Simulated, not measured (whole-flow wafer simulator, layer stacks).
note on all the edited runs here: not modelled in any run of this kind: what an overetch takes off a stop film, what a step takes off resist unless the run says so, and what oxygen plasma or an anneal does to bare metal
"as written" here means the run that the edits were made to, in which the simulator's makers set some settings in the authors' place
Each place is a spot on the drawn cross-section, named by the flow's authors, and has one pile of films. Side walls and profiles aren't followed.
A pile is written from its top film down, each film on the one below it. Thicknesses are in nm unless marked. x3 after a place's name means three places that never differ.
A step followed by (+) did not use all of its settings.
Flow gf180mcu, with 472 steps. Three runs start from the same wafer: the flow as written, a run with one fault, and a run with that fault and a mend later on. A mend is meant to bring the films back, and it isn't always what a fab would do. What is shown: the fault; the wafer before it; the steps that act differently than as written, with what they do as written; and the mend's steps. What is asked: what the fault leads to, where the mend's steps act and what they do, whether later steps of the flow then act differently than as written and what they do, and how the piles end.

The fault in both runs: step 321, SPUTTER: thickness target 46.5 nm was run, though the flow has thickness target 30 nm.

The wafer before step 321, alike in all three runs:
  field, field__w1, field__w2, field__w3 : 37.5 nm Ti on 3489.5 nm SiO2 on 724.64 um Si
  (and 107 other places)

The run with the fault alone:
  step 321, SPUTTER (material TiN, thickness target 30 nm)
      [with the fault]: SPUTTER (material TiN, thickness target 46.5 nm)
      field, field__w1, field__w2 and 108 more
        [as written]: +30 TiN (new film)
        [with the fault]: +46.5 TiN (new film)
  Steps later in the flow that act otherwise than as written:
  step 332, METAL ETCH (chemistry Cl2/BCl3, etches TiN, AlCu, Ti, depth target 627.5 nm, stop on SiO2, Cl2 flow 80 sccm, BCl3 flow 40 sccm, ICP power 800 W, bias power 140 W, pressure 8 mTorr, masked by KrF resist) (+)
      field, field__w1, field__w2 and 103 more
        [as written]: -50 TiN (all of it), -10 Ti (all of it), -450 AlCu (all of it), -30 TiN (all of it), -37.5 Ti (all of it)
        [with the fault]: -50 TiN (all of it), -10 Ti (all of it), -450 AlCu (all of it), -46.5 TiN (all of it), -37.5 Ti (all of it)
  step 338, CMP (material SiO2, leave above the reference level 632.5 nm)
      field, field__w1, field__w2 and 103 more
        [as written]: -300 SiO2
        [with the fault]: -283.5 SiO2
  By the end, the piles at field__w8, contact, m1, m1__w1, m1_nw depart from the flow's by more than 2% or 0.5 nm, whichever is larger.
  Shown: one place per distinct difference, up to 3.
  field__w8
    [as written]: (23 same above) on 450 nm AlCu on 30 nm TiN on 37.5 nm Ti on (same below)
    [with the fault]: (23 same above) on 450 nm AlCu on 46.5 nm TiN on 37.5 nm Ti on (same below)
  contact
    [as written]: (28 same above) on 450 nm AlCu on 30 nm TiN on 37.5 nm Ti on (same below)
    [with the fault]: (28 same above) on 450 nm AlCu on 46.5 nm TiN on 37.5 nm Ti on (same below)

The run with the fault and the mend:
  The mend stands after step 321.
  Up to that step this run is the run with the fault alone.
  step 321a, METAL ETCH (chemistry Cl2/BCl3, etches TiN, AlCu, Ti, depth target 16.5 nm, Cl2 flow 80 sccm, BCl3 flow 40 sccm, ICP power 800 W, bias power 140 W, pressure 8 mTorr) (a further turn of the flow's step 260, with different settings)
      field, field__w1, field__w2 and 108 more
        -16.5 TiN
  None of the later steps of the flow acts differently than as written at any place that is followed.
  The piles end the same as the flow's at every place that both follow.
